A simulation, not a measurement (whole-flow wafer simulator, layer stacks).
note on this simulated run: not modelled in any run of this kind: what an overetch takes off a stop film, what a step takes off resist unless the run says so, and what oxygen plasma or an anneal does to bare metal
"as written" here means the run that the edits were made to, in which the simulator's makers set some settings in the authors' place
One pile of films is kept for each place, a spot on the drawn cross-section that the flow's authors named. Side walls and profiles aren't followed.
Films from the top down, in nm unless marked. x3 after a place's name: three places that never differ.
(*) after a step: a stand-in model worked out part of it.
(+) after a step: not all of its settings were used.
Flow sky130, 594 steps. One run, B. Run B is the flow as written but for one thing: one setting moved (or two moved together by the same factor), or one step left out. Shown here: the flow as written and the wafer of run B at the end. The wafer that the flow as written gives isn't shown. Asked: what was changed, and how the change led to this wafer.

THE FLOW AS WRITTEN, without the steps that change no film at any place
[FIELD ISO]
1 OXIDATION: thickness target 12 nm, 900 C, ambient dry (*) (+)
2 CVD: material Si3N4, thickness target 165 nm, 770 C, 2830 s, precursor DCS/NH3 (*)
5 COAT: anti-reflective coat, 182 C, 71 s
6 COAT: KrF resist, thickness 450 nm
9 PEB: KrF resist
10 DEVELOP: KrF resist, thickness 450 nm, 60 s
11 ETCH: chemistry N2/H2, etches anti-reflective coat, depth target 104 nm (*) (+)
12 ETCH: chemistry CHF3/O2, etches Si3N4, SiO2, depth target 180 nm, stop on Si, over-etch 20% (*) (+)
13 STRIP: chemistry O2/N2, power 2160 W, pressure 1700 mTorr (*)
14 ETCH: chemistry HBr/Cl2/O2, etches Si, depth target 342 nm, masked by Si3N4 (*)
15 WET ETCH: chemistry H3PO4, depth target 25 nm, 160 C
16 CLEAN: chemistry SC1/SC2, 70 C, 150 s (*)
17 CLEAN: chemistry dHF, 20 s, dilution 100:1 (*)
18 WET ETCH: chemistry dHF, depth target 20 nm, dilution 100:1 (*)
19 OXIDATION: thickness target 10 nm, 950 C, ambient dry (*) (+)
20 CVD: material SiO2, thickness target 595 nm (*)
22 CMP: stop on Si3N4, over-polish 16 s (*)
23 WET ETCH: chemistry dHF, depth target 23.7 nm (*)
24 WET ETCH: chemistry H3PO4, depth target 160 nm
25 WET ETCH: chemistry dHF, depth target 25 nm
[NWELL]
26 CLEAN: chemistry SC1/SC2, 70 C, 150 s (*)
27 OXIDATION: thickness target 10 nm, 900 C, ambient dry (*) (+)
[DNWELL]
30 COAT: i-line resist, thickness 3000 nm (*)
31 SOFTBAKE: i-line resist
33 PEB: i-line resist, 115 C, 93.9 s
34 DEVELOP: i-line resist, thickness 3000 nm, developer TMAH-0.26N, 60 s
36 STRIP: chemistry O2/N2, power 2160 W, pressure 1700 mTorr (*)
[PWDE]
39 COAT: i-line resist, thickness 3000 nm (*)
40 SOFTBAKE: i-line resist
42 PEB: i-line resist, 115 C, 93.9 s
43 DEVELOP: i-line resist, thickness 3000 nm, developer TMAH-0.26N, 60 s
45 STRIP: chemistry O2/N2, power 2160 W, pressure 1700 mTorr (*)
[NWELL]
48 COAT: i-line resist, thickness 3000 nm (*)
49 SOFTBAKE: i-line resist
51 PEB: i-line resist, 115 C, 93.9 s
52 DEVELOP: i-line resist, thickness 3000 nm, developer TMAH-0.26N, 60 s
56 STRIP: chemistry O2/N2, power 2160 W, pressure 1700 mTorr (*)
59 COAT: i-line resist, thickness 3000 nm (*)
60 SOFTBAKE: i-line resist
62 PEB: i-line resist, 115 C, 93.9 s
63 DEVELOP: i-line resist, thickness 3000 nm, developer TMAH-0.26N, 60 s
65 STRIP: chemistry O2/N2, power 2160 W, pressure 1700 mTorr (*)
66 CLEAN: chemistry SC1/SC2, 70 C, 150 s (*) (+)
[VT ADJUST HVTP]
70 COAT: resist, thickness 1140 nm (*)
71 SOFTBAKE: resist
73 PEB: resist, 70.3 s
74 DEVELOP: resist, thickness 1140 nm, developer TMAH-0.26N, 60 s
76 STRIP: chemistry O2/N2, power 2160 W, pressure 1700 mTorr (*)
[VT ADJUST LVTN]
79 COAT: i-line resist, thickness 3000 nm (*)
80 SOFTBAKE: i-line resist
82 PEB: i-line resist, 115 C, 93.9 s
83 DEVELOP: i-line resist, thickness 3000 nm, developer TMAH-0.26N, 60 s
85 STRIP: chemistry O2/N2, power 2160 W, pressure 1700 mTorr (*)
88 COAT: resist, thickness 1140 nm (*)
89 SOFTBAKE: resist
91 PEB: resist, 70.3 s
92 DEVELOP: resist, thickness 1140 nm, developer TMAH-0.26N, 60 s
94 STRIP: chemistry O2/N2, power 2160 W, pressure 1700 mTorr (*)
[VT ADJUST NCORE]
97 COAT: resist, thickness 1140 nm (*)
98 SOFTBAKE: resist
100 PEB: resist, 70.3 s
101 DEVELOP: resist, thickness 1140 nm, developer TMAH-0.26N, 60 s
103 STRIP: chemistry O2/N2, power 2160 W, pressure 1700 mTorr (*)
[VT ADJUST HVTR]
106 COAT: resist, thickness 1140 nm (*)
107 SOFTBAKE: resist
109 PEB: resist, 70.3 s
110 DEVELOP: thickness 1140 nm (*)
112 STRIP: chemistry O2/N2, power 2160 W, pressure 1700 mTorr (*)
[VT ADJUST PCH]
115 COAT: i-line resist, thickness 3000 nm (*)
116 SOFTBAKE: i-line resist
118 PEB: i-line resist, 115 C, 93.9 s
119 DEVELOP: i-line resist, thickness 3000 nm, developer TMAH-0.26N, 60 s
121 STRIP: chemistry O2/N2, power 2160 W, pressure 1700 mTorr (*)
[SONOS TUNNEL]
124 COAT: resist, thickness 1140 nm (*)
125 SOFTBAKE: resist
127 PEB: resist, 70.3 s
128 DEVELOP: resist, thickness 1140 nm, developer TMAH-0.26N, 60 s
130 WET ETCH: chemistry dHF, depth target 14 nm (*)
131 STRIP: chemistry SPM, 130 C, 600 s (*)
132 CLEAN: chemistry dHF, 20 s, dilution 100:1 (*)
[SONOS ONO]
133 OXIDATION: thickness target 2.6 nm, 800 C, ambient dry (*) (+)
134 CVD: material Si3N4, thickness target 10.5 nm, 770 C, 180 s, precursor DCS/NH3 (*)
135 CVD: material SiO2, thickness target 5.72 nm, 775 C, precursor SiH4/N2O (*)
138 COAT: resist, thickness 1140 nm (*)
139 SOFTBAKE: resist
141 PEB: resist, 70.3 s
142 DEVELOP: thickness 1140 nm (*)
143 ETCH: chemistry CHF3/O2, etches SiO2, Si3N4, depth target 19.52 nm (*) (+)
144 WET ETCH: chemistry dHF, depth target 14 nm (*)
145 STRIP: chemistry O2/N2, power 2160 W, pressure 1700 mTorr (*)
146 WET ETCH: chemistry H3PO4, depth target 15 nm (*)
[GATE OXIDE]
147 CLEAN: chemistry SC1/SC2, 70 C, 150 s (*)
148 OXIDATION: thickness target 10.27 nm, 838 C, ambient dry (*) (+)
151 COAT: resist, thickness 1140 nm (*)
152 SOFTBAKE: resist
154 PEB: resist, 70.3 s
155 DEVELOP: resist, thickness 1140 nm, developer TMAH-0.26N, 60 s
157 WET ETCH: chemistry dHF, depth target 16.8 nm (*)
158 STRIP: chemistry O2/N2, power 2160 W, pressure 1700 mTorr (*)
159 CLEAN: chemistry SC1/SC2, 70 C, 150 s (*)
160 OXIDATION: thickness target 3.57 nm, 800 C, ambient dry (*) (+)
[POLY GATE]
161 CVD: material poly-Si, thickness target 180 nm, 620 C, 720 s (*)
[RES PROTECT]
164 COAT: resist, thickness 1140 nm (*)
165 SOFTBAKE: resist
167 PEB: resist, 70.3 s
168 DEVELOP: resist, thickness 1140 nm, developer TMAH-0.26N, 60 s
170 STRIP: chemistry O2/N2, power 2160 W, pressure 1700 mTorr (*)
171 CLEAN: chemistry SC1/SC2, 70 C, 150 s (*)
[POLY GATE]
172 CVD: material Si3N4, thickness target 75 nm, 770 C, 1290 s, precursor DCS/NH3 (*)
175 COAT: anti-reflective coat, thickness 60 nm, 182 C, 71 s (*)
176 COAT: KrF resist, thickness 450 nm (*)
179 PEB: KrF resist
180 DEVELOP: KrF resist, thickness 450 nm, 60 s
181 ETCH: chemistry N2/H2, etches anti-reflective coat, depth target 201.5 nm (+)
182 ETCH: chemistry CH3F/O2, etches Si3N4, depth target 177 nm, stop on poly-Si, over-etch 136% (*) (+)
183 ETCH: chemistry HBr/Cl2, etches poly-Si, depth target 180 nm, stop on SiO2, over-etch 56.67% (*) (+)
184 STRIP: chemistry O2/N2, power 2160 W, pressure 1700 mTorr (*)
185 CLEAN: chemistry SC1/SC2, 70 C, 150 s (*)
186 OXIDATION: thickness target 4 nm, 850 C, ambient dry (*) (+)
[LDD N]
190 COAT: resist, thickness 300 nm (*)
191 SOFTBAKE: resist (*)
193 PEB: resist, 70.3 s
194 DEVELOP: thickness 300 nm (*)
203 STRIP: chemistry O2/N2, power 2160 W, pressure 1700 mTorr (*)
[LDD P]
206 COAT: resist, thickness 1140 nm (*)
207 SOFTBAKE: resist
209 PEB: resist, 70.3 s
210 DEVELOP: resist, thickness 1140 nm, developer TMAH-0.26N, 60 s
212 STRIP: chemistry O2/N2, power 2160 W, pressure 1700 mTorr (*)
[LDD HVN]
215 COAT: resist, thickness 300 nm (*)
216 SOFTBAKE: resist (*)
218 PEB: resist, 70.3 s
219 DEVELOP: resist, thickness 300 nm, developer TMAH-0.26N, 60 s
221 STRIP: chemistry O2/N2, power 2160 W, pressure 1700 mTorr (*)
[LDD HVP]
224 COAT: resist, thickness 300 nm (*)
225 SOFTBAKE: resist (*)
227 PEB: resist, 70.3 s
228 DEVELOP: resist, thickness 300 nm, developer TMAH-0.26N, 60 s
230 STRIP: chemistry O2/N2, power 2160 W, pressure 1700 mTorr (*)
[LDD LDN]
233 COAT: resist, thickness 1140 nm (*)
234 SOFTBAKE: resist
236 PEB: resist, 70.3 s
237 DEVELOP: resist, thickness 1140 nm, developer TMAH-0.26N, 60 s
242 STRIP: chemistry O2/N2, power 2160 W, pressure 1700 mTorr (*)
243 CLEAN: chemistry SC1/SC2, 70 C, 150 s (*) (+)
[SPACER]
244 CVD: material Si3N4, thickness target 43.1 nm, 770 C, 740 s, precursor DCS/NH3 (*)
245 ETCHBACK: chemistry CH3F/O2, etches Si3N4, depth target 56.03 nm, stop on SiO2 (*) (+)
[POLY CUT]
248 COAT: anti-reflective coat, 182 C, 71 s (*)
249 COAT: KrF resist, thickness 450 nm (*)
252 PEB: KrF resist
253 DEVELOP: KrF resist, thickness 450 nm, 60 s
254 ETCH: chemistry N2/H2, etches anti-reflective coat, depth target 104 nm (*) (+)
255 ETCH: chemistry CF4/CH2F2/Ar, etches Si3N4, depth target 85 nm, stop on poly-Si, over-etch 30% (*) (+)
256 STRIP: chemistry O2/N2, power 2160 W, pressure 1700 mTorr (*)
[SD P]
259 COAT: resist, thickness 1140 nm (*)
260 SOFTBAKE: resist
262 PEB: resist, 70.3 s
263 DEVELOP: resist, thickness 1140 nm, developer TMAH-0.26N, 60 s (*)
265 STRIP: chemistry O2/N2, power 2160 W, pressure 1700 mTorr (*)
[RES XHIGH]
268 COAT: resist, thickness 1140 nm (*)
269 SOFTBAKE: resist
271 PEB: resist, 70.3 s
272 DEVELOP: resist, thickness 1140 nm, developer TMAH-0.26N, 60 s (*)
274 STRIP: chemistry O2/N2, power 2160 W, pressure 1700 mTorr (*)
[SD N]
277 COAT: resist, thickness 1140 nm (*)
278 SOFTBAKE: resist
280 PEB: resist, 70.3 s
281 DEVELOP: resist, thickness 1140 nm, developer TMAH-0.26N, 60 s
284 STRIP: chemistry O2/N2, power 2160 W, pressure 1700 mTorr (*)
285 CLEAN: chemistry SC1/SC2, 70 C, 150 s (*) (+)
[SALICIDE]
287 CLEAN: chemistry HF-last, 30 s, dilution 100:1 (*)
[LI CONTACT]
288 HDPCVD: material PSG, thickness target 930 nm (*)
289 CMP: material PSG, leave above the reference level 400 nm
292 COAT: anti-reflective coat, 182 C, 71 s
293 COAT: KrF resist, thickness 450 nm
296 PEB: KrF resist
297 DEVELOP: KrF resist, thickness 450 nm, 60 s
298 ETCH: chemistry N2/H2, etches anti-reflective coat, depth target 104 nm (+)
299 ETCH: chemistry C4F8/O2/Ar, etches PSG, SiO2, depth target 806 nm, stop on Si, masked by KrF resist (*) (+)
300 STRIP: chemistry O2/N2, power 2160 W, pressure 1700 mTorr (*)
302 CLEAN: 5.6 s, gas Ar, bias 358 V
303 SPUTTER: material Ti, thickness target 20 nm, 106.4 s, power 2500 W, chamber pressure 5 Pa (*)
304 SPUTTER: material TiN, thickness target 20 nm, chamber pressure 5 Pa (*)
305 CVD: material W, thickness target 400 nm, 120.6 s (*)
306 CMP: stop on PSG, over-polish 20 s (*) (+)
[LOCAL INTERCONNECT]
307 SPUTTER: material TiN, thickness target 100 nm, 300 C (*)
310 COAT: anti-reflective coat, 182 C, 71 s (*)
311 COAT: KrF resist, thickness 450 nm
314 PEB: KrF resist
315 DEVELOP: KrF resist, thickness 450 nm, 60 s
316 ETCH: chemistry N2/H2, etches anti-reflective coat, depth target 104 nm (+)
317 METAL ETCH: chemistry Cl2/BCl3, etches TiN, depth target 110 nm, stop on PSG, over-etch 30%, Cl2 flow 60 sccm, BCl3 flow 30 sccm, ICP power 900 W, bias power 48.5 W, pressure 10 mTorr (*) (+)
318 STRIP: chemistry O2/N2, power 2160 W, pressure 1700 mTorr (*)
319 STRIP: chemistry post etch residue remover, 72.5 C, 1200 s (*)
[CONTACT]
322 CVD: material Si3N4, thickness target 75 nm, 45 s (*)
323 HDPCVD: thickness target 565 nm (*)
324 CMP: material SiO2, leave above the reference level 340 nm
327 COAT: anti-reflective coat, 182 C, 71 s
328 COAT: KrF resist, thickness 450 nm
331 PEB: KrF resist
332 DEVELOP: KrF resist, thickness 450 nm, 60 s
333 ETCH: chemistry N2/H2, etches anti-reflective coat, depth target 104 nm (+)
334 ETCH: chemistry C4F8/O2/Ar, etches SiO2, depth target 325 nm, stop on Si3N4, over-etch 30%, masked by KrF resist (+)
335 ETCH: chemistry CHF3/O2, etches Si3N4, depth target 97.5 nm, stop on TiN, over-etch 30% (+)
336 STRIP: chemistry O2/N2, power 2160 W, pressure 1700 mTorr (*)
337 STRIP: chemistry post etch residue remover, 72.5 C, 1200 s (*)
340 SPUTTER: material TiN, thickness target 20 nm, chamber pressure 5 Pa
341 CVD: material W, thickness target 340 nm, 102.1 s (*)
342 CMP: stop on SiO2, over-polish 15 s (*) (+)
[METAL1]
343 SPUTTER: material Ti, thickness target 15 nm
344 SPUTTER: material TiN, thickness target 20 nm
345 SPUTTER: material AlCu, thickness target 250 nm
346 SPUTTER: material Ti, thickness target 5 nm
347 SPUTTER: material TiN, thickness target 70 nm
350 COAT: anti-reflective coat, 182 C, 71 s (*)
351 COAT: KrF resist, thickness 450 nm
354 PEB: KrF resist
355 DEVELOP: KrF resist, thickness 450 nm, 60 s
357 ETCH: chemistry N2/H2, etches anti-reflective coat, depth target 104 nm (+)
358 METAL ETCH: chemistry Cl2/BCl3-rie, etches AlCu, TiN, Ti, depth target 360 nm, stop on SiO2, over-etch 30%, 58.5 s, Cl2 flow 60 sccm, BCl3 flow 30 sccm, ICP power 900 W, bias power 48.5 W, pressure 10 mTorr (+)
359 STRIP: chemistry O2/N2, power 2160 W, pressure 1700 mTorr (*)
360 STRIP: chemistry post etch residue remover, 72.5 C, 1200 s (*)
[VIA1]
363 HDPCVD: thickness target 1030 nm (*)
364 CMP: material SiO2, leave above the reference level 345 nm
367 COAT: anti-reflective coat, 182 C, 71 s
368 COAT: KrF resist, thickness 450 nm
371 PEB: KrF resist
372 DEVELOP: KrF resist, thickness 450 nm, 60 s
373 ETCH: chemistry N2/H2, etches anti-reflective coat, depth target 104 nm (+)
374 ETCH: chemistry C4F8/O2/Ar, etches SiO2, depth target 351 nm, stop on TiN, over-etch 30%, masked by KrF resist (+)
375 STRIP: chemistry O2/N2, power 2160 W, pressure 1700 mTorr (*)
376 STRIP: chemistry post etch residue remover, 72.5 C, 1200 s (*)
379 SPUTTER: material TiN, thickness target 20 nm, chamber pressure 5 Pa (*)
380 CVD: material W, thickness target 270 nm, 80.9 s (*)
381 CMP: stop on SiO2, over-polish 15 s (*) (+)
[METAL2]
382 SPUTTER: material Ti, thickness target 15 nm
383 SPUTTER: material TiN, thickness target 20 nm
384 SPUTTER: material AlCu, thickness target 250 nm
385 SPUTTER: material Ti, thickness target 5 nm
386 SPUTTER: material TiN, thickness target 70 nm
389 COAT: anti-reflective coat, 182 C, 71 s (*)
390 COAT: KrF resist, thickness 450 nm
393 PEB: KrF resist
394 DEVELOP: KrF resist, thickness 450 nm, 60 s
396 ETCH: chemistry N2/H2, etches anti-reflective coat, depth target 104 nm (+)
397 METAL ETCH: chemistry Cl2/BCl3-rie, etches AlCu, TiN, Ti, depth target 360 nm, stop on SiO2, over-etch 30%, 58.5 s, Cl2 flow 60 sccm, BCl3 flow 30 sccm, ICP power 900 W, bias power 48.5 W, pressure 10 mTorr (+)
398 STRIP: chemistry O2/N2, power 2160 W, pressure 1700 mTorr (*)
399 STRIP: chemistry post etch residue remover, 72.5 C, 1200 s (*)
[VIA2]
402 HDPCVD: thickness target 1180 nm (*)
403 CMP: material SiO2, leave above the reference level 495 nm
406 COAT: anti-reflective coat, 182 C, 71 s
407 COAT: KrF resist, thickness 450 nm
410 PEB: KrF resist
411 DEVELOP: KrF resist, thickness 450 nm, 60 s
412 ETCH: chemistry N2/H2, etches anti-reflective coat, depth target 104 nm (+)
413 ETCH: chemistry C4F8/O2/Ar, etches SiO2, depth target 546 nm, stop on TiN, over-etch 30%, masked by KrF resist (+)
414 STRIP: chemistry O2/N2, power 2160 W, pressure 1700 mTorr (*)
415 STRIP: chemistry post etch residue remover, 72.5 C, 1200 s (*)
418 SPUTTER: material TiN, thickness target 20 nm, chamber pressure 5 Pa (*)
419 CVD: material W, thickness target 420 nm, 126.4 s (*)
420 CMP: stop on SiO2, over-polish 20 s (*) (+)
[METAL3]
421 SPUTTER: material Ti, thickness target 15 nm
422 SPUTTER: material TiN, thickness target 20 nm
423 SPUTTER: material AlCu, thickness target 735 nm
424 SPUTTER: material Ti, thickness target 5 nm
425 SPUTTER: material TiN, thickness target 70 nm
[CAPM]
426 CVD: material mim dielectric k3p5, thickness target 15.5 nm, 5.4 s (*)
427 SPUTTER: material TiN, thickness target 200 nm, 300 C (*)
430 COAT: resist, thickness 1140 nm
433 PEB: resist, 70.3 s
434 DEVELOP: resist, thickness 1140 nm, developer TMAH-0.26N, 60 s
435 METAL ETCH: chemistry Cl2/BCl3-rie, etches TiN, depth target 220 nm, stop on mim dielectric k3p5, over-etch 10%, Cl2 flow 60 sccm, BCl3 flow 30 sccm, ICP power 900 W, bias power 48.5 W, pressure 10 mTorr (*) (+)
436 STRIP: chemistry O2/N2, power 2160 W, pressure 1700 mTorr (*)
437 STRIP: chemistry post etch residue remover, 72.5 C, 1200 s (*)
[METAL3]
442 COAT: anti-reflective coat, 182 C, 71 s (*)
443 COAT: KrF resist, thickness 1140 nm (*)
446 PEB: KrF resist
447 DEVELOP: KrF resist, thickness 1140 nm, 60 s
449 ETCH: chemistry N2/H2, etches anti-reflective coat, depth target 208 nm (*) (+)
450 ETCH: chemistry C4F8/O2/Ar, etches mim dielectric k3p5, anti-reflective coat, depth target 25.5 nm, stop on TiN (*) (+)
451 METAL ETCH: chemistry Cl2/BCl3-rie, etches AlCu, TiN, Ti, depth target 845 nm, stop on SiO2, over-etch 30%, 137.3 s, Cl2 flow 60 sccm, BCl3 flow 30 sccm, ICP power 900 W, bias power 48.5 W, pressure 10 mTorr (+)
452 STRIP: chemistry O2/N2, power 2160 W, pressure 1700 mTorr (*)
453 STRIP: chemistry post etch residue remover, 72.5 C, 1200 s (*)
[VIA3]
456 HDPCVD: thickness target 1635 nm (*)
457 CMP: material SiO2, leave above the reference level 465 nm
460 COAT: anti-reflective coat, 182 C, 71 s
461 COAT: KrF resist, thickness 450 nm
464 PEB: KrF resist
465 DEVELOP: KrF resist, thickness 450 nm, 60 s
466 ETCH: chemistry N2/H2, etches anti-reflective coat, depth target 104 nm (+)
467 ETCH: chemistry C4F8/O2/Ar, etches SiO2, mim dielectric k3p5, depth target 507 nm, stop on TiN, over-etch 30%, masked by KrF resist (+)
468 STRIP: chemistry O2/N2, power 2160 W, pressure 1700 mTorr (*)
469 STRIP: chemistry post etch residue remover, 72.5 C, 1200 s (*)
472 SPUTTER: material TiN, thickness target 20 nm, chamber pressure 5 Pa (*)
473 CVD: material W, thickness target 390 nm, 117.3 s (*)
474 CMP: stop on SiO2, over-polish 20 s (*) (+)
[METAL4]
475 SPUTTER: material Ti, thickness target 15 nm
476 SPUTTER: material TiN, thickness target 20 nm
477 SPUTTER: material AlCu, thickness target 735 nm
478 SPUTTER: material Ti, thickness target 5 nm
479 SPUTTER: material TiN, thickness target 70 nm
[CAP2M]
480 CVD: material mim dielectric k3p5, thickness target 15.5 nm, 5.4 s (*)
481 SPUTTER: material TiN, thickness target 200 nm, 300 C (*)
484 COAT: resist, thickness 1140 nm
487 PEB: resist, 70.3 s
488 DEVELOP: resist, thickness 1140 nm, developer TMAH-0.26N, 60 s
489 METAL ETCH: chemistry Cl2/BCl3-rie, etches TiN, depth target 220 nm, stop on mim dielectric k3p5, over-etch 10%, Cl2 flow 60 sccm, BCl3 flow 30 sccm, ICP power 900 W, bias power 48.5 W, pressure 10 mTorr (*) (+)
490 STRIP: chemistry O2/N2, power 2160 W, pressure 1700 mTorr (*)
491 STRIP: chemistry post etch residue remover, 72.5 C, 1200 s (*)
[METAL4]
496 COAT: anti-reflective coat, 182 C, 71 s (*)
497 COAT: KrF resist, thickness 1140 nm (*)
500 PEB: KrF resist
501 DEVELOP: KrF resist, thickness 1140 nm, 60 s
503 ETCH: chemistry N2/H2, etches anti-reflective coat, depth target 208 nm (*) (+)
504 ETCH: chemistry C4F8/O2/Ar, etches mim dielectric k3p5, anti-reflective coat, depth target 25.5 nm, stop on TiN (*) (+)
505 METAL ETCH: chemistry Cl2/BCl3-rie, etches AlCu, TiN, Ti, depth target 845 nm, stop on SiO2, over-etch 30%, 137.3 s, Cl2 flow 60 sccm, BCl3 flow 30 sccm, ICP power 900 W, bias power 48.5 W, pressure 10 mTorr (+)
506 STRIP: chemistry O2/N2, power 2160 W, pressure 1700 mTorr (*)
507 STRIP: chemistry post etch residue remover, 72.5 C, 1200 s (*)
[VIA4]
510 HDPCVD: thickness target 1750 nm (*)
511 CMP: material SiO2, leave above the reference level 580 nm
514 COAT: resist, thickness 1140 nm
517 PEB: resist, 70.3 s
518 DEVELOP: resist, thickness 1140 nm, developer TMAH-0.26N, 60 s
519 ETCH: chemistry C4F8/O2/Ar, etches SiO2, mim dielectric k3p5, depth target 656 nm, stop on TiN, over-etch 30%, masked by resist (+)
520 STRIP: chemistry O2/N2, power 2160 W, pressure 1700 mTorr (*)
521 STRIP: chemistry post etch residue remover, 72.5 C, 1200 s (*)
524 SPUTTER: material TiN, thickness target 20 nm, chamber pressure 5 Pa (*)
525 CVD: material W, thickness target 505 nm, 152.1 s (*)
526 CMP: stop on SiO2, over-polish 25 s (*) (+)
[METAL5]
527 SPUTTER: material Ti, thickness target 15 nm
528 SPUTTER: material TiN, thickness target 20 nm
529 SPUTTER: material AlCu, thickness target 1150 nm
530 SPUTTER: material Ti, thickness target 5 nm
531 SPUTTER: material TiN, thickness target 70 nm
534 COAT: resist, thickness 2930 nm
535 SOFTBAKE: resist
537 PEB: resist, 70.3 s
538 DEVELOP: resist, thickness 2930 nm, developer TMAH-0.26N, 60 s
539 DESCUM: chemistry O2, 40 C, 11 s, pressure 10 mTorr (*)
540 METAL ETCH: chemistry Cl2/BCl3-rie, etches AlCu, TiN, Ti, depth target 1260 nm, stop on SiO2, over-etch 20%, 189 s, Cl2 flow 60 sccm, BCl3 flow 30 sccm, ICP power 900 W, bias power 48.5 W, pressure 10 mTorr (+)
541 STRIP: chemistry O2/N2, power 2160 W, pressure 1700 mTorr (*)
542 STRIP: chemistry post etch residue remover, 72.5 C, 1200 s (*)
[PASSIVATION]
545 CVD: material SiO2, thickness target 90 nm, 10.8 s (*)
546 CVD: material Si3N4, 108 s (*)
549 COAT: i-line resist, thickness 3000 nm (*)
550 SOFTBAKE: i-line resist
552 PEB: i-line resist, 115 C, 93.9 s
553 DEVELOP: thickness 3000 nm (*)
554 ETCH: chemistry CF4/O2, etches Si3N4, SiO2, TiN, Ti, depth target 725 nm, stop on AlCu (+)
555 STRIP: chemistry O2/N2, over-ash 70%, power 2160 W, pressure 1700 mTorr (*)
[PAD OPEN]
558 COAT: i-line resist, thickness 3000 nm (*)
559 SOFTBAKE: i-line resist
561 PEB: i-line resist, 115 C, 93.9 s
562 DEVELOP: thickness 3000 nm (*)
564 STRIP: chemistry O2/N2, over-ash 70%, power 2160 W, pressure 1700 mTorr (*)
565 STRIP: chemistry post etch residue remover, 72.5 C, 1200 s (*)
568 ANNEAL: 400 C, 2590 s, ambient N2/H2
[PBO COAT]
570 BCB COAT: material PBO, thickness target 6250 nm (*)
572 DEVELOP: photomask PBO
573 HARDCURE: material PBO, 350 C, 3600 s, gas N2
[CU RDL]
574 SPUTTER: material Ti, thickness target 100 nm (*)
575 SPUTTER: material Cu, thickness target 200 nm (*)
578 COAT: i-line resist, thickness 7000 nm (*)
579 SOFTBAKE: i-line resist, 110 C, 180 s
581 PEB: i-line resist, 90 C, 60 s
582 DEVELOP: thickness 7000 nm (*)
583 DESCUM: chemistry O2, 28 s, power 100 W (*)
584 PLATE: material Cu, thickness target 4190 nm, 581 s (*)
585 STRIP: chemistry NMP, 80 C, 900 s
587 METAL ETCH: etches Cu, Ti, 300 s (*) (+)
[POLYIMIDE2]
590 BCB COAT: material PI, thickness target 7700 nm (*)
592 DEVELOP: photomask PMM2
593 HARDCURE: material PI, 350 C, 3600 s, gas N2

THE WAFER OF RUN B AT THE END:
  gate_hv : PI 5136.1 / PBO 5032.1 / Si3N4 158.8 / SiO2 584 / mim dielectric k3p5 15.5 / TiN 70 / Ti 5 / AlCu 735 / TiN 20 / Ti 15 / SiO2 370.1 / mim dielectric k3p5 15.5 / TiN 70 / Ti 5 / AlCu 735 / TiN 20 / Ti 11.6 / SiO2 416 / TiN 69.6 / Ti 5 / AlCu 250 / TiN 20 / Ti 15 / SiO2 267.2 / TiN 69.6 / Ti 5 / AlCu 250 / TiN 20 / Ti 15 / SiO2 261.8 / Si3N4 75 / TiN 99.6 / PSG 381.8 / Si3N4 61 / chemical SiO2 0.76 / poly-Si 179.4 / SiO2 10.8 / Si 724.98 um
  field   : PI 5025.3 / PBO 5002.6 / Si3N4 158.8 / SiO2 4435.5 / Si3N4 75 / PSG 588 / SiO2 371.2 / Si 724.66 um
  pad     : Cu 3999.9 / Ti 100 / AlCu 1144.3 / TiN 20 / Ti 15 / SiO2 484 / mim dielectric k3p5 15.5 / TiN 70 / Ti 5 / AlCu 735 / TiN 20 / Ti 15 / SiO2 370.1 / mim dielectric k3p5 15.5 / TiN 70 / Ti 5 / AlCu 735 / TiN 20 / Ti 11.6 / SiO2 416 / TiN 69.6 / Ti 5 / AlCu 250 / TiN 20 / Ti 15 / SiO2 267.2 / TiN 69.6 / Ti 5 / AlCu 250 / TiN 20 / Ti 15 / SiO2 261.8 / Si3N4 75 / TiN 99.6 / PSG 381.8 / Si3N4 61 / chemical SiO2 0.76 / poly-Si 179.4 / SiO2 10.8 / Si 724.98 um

The cause: step 421, SPUTTER: thickness target 11.6 nm was run, where the flow has thickness target 15 nm.
It can be read off the wafer: gate_hv has Ti 11.6, and step 421 as written asks for 15 nm.

How the change led to this, step by step:
  421 SPUTTER: material Ti, thickness target 15 nm
      field, active, n_well and 188 more: Ti +11.6 (new film) (as written it would be: Ti +15 (new film))
  451 METAL ETCH: chemistry Cl2/BCl3-rie, etches AlCu, TiN, Ti, depth target 845 nm, stop on SiO2, over-etch 30%, 137.3 s, Cl2 flow 60 sccm, BCl3 flow 30 sccm, ICP power 900 W, bias power 48.5 W, pressure 10 mTorr (+)
      field, gate, spacer and 68 more: TiN -70 (all of it), Ti -5 (all of it), AlCu -735 (all of it), TiN -20 (all of it), Ti -11.6 (all of it), SiO2 -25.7 (as written it would be: TiN -70 (all of it), Ti -5 (all of it), AlCu -735 (all of it), TiN -20 (all of it), Ti -15 (all of it), SiO2 -25.4)
      active, vpp_ln, vpp_iso2 and 11 more: TiN -70 (all of it), Ti -5 (all of it), AlCu -735 (all of it), TiN -20 (all of it), Ti -11.6 (all of it), SiO2 -25.7 (as written it would be: TiN -70 (all of it), Ti -5 (all of it), AlCu -735 (all of it), TiN -20 (all of it), Ti -15 (all of it), SiO2 -25.3)
